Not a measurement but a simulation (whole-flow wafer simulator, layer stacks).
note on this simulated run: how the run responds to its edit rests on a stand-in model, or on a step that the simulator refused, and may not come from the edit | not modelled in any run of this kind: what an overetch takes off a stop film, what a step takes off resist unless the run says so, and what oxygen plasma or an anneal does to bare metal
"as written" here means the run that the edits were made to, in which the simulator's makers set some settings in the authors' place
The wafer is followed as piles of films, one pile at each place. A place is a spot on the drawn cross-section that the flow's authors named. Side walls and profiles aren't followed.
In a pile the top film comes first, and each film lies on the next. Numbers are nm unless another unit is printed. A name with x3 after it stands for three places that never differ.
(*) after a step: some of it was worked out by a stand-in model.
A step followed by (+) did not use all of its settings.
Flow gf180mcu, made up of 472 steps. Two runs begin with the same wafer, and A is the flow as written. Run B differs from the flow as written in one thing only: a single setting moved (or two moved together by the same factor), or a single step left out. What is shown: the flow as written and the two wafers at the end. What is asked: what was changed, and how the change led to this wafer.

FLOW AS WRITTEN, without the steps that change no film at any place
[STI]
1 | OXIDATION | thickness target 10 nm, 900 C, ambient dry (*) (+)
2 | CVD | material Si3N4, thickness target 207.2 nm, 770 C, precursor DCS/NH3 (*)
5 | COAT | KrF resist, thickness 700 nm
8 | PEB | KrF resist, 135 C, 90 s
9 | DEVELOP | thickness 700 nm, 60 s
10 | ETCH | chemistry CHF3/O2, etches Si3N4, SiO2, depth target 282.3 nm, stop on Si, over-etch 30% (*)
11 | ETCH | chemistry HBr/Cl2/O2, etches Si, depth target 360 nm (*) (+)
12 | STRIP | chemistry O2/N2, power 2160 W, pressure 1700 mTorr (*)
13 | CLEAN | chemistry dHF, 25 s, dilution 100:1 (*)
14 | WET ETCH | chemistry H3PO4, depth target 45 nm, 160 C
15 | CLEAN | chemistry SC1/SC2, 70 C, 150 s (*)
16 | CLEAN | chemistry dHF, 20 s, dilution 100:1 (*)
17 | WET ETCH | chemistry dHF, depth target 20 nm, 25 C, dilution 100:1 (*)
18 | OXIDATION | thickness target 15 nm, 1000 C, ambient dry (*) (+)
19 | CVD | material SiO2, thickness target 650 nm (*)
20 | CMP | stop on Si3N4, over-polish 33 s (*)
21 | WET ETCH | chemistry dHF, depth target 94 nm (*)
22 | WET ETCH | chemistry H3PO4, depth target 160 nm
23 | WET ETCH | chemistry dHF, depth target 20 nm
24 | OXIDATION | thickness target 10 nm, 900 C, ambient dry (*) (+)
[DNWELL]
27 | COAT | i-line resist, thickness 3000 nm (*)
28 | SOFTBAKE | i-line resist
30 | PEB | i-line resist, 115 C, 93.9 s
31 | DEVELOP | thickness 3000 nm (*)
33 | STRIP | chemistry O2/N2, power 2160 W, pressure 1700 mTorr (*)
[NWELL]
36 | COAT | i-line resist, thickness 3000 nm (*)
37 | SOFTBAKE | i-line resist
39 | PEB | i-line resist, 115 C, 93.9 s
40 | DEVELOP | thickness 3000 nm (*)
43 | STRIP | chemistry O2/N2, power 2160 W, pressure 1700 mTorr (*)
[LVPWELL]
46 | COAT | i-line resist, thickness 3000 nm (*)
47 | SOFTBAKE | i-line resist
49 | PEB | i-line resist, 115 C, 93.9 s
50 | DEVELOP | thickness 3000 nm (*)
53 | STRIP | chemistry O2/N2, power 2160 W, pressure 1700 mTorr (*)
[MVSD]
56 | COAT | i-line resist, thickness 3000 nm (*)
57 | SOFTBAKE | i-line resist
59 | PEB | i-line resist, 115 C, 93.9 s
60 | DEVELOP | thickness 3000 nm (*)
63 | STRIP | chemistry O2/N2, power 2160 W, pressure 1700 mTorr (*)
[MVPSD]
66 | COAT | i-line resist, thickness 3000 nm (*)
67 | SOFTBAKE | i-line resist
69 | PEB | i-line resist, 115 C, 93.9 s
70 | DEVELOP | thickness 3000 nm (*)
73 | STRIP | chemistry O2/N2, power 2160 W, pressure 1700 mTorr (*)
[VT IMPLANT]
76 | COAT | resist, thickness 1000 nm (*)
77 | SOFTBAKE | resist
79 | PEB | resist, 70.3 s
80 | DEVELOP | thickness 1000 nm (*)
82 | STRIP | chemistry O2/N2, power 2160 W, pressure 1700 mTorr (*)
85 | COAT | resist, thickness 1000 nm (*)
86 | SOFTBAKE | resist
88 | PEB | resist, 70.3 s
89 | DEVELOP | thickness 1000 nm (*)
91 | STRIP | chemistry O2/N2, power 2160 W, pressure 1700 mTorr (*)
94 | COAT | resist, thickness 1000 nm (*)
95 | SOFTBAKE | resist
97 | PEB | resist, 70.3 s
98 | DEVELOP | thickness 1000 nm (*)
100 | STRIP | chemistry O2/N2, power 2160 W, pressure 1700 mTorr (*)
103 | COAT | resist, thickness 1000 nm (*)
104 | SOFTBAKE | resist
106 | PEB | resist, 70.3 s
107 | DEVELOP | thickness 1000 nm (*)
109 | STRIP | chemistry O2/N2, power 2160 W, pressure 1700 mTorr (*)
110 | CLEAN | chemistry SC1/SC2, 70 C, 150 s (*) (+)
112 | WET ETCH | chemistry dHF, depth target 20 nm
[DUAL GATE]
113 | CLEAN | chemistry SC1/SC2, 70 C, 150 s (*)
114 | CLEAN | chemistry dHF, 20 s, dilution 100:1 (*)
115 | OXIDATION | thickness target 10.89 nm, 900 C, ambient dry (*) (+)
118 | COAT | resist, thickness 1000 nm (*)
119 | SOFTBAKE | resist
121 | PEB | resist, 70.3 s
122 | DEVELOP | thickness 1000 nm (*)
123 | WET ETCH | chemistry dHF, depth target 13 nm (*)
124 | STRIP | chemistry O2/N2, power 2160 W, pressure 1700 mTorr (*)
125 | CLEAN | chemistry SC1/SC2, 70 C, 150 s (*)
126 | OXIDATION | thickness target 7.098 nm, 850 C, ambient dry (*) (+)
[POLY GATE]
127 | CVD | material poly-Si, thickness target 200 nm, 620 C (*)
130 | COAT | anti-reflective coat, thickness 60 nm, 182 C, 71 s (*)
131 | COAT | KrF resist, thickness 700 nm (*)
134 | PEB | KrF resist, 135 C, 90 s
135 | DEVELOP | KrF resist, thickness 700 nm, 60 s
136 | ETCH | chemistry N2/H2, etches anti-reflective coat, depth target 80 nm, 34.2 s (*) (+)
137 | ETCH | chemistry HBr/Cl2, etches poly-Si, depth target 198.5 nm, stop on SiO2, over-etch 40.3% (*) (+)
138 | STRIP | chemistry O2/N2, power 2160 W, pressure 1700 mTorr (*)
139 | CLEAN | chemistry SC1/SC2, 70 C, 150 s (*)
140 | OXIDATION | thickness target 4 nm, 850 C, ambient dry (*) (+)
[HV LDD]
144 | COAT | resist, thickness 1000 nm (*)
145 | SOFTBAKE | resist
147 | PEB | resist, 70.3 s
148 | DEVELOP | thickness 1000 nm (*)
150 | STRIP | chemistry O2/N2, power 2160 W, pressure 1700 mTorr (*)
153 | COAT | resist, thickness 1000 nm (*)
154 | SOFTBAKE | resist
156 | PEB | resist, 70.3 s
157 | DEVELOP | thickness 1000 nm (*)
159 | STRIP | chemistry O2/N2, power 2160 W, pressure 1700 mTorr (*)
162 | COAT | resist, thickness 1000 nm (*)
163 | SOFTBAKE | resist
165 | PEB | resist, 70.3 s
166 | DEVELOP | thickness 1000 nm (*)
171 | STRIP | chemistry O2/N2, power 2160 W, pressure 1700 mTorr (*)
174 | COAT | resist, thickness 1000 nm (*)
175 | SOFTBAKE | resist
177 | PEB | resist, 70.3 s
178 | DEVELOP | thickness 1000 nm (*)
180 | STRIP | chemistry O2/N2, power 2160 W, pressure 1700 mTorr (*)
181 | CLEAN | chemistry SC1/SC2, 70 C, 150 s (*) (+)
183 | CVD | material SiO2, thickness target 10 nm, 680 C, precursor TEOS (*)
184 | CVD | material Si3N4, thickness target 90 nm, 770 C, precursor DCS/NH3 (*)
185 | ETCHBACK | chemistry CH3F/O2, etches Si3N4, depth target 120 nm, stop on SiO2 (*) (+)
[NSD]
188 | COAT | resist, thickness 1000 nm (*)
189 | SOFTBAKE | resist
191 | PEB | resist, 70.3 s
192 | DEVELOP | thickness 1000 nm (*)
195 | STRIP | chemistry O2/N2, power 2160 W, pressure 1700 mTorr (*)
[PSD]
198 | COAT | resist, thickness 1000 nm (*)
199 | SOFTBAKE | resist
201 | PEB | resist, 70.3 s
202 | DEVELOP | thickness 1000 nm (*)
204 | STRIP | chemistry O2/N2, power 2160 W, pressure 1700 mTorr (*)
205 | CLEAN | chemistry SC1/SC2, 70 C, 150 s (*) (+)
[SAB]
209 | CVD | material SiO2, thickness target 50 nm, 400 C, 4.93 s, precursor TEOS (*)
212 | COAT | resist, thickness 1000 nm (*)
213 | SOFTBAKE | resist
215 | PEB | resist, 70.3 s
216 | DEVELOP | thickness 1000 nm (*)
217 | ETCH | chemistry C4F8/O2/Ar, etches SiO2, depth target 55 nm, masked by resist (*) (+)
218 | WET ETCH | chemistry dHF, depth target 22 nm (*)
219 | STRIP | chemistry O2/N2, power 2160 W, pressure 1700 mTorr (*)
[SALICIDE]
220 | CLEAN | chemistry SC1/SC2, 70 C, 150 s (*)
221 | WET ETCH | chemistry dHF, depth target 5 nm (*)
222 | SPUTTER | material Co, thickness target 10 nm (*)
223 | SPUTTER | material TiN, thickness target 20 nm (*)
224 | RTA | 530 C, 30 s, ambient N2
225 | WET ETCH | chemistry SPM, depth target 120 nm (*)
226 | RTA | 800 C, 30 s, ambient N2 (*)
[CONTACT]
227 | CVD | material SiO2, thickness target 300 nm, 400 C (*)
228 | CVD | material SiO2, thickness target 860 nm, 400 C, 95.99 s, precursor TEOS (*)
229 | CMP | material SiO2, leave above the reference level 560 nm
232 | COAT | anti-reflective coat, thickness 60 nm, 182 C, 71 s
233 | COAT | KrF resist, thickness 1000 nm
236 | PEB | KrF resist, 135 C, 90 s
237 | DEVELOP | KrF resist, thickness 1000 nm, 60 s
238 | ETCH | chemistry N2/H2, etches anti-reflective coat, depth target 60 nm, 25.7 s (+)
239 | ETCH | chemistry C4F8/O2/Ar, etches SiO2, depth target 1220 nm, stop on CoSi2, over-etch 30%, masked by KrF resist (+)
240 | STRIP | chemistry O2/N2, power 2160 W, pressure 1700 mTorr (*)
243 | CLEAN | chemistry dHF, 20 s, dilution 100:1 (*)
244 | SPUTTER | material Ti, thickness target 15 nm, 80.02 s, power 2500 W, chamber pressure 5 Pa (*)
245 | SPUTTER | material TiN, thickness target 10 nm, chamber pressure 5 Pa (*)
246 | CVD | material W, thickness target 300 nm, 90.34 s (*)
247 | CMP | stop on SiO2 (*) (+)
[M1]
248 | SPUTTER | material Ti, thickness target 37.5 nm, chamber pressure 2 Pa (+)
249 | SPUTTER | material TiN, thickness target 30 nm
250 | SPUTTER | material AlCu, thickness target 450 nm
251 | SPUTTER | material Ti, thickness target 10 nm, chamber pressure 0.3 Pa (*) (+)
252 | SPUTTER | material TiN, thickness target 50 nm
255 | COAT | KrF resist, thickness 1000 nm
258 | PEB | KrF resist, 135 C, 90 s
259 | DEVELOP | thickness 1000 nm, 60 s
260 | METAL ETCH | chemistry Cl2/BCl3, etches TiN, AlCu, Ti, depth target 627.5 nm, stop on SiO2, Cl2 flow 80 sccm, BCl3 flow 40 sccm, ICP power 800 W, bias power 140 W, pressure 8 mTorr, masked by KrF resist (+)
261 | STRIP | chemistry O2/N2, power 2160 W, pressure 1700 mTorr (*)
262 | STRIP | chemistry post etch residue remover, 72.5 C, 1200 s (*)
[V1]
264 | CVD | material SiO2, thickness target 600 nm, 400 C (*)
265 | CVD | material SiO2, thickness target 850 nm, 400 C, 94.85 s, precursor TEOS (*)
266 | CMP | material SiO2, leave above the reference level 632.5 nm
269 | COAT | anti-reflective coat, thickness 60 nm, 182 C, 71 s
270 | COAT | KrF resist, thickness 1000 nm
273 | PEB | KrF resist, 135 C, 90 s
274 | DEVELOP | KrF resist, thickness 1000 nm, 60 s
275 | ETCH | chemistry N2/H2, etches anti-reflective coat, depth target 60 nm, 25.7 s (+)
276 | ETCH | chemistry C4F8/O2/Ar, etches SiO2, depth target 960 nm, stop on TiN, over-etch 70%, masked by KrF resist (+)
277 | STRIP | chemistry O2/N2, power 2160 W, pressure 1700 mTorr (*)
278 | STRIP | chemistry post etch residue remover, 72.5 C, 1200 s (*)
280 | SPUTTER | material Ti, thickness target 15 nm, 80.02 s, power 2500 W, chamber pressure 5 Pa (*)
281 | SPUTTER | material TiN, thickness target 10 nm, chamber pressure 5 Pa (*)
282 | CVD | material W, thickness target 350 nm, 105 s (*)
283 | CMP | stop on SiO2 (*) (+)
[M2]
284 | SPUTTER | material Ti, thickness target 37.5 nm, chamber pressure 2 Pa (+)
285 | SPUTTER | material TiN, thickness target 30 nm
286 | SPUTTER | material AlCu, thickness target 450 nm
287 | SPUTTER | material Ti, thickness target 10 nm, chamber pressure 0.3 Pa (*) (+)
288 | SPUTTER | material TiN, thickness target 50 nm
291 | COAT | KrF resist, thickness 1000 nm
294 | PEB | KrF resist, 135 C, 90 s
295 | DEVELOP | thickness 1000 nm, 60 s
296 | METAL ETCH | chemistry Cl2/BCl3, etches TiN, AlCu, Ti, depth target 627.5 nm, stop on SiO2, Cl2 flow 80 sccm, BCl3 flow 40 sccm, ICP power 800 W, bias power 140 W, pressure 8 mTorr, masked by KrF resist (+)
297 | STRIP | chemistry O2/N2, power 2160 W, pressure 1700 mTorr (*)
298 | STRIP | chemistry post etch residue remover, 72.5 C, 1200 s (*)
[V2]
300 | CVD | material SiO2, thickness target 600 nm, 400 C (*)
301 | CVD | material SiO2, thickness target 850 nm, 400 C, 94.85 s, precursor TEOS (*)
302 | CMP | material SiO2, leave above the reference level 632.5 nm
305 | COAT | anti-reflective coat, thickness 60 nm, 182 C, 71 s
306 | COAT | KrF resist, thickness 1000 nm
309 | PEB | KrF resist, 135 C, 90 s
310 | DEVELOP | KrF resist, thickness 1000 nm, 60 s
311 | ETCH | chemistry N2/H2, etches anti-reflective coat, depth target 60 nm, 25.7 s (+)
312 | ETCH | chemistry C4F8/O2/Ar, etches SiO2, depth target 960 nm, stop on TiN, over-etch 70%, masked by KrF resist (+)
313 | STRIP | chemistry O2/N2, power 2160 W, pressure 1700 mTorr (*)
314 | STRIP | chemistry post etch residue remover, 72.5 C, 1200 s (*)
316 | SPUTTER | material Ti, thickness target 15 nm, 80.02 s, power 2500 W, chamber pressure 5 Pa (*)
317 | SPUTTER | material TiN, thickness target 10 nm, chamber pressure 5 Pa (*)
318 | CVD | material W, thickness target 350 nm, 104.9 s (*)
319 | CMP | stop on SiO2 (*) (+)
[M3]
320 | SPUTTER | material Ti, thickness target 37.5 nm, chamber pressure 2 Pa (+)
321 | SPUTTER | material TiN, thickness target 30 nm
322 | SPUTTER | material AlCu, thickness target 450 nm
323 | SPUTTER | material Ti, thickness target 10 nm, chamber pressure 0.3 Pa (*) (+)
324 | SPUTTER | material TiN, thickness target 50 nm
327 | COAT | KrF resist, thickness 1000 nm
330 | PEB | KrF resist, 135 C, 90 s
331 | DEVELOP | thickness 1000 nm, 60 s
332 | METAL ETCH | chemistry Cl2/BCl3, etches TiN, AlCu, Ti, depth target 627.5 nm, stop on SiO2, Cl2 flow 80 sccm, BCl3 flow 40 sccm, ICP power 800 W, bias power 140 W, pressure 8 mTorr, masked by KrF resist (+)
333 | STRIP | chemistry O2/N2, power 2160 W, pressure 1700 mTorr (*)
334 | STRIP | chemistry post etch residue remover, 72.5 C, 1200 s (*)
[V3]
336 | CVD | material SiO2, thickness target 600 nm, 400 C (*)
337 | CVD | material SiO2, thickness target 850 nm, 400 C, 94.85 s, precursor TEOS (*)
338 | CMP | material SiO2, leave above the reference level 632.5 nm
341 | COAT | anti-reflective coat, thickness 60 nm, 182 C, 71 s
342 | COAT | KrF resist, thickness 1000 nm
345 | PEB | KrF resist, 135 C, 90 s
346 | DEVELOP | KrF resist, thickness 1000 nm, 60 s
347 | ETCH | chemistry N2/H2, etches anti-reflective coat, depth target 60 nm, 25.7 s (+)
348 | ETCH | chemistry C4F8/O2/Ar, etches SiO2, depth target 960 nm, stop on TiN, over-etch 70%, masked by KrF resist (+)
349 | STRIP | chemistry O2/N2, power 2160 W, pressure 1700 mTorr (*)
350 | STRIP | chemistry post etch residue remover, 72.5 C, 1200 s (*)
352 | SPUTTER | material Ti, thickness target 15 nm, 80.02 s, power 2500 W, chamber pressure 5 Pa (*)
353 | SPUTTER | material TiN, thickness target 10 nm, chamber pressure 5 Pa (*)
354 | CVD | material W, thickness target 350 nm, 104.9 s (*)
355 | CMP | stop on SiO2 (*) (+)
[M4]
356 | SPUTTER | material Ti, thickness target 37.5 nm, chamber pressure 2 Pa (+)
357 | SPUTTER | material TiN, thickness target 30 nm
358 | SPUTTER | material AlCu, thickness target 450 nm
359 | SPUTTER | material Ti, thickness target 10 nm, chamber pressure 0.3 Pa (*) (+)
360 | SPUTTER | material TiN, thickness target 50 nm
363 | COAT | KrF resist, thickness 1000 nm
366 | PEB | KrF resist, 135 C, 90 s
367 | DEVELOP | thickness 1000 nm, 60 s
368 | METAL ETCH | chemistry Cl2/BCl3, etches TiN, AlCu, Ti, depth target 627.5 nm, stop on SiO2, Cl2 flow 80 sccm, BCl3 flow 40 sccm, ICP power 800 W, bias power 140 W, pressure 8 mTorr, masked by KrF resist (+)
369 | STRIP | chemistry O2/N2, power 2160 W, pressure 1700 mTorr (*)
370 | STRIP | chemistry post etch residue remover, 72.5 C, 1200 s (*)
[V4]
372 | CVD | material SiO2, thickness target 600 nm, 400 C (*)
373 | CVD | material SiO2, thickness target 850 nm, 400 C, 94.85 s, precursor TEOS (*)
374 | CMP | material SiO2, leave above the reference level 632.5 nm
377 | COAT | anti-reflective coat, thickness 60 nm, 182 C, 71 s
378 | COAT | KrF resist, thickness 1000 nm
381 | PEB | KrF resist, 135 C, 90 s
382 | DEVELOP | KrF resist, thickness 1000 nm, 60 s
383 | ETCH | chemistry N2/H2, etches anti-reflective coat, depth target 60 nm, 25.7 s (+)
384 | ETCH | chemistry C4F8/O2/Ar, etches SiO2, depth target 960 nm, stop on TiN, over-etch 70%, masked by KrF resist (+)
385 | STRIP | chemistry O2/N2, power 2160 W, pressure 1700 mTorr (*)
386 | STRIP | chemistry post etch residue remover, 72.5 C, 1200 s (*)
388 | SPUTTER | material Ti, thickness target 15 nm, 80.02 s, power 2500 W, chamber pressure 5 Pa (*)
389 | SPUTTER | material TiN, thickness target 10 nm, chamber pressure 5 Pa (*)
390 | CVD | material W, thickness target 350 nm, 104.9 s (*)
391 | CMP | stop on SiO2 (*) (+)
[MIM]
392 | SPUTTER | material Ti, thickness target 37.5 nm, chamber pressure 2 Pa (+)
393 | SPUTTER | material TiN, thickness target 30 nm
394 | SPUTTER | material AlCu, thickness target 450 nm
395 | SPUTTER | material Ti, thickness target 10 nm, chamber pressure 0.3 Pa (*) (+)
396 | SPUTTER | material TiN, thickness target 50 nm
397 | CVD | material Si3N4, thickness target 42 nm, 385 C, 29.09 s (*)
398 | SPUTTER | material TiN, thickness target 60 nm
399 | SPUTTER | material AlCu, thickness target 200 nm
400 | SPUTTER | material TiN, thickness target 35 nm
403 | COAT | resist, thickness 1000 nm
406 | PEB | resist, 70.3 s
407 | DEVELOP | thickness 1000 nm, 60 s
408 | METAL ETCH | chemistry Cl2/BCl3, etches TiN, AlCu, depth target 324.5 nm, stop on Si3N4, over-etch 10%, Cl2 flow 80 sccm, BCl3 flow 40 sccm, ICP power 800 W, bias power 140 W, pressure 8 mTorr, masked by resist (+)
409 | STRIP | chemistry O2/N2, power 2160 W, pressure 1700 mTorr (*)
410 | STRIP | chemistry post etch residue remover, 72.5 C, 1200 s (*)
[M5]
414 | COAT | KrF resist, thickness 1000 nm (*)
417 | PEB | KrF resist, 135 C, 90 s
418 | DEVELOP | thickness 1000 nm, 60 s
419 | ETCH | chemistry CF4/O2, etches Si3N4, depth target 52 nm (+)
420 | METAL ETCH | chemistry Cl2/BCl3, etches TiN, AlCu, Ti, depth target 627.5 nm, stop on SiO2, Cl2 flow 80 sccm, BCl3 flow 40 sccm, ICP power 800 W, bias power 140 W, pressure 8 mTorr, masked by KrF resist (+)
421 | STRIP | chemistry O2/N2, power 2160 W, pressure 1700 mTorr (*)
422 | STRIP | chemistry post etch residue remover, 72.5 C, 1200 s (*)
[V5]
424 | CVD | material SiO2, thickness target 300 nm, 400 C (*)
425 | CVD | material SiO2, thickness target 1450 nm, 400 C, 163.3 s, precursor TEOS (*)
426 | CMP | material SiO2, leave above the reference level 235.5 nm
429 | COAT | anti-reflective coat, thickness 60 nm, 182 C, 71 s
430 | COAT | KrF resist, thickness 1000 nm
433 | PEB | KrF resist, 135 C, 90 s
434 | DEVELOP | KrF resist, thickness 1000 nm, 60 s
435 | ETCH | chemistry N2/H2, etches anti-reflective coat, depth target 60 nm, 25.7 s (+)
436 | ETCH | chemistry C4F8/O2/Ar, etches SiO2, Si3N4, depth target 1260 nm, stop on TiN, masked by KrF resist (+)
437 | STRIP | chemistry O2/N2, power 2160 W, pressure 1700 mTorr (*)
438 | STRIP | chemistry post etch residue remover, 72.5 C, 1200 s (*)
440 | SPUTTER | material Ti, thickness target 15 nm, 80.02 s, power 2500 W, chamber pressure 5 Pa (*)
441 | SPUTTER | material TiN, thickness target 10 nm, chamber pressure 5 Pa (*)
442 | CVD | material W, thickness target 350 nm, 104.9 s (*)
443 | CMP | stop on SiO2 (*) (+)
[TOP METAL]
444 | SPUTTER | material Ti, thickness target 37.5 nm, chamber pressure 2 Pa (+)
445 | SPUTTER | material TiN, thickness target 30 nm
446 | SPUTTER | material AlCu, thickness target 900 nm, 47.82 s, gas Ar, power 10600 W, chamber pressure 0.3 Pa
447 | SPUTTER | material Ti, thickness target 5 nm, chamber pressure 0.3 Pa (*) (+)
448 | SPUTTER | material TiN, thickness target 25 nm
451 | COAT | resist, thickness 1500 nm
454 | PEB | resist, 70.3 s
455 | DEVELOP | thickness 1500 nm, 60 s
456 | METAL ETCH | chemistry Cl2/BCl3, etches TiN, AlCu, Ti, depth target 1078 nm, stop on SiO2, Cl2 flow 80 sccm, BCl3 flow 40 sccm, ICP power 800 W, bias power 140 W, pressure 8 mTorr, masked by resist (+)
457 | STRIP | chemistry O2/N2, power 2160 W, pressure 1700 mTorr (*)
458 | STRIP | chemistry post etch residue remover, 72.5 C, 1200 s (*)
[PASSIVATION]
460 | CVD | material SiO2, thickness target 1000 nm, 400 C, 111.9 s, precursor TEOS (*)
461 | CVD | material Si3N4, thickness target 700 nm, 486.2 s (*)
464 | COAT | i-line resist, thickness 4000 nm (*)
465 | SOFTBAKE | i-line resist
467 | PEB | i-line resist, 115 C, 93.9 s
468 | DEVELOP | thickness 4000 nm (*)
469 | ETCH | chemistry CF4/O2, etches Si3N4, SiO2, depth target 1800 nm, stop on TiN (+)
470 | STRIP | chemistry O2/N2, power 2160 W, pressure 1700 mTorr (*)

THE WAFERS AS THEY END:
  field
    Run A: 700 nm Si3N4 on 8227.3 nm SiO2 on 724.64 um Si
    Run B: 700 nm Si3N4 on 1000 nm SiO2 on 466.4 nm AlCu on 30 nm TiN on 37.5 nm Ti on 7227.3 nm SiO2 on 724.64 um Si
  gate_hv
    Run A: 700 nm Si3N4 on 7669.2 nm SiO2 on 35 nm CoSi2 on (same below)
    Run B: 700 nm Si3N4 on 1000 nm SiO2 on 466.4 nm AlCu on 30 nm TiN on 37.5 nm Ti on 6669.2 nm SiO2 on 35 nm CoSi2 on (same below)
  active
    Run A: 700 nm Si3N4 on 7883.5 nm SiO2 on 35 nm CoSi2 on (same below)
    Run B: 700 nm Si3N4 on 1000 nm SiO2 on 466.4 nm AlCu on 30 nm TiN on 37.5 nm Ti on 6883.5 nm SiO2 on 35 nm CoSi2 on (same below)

The reason: step 456, METAL ETCH: depth target 457.9 nm was run, whereas the flow has depth target 1078 nm.

How this came from the change, step by step:
  456 | METAL ETCH | chemistry Cl2/BCl3, etches TiN, AlCu, Ti, depth target 1078 nm, stop on SiO2, Cl2 flow 80 sccm, BCl3 flow 40 sccm, ICP power 800 W, bias power 140 W, pressure 8 mTorr, masked by resist (+)
      field, field__w1, field__w2 and 103 more: A TiN loses 25 (all of it), Ti loses 5 (all of it), AlCu loses 900 (all of it), TiN loses 30 (all of it), Ti loses 37.5 (all of it) | B TiN loses 25 (all of it), Ti loses 5 (all of it), AlCu loses 427.9
      field__w8, contact, m1, m1__w1, pad, m1_nw: A resist loses 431 | B resist loses 183.2
  457 | STRIP | chemistry O2/N2, power 2160 W, pressure 1700 mTorr (*)
      field__w8, contact, m1, m1__w1, pad, m1_nw: A resist loses 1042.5 (all of it) | B resist loses 1290.3 (all of it)
  458 | STRIP | chemistry post etch residue remover, 72.5 C, 1200 s (*)
      field, field__w1, field__w2 and 103 more: A nothing | B AlCu loses 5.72
  460 | CVD | material SiO2, thickness target 1000 nm, 400 C, 111.9 s, precursor TEOS (*)
      field, field__w1, field__w2 and 103 more: A SiO2 gains 1000 | B SiO2 gains 1000 (new film)
  464 | COAT | i-line resist, thickness 4000 nm (*)
      field: A i-line resist gains 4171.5 (new film) | B i-line resist gains 4064.9 (new film)
      field__w8: A i-line resist gains 3093.1 (new film) | B i-line resist gains 3572.1 (new film)
      (also at 11 further places)
  465 | SOFTBAKE | i-line resist
      gate: A i-line resist gains 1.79 | B i-line resist loses 1.24
      field__w11, field__w13: A i-line resist gains 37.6 | B i-line resist gains 13.4
      (also at 66 further places)
  467 | PEB | i-line resist, 115 C, 93.9 s
      field__w8, m1__w1: A i-line resist loses 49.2 | B i-line resist loses 59
      contact, m1: A i-line resist loses 49.6 | B i-line resist loses 59.2
      (also at 2 further places)
  468 | DEVELOP | thickness 4000 nm (*)
      pad: A i-line resist loses 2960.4 (all of it) | B i-line resist loses 3480.5 (all of it)
  470 | STRIP | chemistry O2/N2, power 2160 W, pressure 1700 mTorr (*)
      field__w8, m1__w1: A i-line resist loses 1775.9 (all of it) | B i-line resist loses 2287.8 (all of it)
      contact: A i-line resist loses 1798.3 (all of it) | B i-line resist loses 2294.8 (all of it)
      (also at 2 further places)
With metal films that touch counted as one body, field has 1 body; the flow as written gives 0 bodies.
With metal films that touch counted as one body, gate_hv has 2 bodies (between them, from the top down: SiO2 6669.2); the flow as written gives 1 body.
With metal films that touch counted as one body, active has 2 bodies (between them, from the top down: SiO2 6883.5); the flow as written gives 1 body.
